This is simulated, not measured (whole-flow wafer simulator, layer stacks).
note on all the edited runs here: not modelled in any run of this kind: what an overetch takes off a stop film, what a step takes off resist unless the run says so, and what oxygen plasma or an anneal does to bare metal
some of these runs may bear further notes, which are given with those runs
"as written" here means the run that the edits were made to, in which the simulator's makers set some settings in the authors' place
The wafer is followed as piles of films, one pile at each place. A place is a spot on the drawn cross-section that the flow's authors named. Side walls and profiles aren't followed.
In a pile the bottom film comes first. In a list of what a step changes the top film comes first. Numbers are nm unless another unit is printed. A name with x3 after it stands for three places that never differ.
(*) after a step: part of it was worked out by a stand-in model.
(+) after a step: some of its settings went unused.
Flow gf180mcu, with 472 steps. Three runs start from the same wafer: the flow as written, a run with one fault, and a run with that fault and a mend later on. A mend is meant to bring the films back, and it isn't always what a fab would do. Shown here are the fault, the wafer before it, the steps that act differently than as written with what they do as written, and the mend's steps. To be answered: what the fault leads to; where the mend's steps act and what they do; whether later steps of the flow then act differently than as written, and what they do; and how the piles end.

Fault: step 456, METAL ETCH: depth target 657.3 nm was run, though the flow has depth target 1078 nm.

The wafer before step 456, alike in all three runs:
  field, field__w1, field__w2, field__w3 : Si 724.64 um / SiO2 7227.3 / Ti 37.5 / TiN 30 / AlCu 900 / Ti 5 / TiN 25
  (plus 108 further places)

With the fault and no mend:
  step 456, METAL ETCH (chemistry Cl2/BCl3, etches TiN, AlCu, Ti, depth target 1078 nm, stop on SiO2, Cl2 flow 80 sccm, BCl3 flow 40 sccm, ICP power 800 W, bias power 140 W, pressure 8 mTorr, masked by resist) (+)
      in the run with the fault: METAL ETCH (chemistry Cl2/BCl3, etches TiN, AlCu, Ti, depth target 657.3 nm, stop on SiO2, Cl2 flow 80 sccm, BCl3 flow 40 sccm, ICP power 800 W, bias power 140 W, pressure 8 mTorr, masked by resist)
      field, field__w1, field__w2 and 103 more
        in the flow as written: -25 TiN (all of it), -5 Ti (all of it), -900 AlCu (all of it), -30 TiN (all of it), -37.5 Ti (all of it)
        in the run with the fault: -25 TiN (all of it), -5 Ti (all of it), -627.3 AlCu
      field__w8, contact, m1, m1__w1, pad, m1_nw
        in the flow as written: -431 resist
        in the run with the fault: -262.9 resist
  Steps later in the flow that act otherwise than as written:
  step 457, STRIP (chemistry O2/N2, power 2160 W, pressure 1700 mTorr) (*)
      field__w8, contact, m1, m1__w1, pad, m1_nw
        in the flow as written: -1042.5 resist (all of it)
        in the run with the fault: -1210.5 resist (all of it)
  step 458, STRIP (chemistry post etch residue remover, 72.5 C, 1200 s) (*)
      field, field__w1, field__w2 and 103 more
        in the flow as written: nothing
        in the run with the fault: -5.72 AlCu
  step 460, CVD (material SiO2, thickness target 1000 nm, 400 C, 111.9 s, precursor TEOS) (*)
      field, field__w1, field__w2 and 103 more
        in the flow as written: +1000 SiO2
        in the run with the fault: +1000 SiO2 (new film)
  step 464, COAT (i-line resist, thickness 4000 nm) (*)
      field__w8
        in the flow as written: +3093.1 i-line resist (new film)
        in the run with the fault: +3391.1 i-line resist (new film)
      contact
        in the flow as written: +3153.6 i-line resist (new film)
        in the run with the fault: +3425.1 i-line resist (new film)
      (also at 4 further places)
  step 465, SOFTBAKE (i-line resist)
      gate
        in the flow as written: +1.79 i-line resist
        in the run with the fault: -0.58 i-line resist
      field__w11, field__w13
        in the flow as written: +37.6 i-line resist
        in the run with the fault: +21.9 i-line resist
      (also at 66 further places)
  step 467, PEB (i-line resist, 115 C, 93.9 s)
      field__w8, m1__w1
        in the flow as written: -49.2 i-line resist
        in the run with the fault: -55.3 i-line resist
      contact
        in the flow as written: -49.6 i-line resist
        in the run with the fault: -55.5 i-line resist
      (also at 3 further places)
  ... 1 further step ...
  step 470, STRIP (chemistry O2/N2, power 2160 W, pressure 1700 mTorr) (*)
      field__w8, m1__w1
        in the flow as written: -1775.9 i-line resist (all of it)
        in the run with the fault: -2096.6 i-line resist (all of it)
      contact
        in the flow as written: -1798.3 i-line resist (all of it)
        in the run with the fault: -2109.4 i-line resist (all of it)
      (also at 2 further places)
  By the end, the piles at field, field__w1, field__w2 and 103 more depart from the flow's by more than 2% or 0.5 nm, whichever is larger.
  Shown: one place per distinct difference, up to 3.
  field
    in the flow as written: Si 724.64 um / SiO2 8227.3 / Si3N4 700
    in the run with the fault: Si 724.64 um / SiO2 7227.3 / Ti 37.5 / TiN 30 / AlCu 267 / SiO2 1000 / Si3N4 700
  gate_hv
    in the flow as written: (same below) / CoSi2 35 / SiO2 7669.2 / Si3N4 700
    in the run with the fault: (same below) / CoSi2 35 / SiO2 6669.2 / Ti 37.5 / TiN 30 / AlCu 267 / SiO2 1000 / Si3N4 700
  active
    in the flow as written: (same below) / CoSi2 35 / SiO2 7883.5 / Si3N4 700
    in the run with the fault: (same below) / CoSi2 35 / SiO2 6883.5 / Ti 37.5 / TiN 30 / AlCu 267 / SiO2 1000 / Si3N4 700

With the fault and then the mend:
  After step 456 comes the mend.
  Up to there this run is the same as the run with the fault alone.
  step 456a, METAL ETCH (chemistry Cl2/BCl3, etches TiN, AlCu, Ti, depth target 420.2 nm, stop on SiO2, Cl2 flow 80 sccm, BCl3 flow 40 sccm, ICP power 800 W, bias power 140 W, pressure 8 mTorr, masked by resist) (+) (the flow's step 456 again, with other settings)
      field, field__w1, field__w2 and 103 more
        -272.7 AlCu (all of it), -30 TiN (all of it), -37.5 Ti (all of it)
      field__w8, contact, m1, m1__w1, pad, m1_nw
        -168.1 resist
  Later steps of the flow that are run all act as written at every place that is followed.
  The piles end the same as the flow's at every place that both follow.
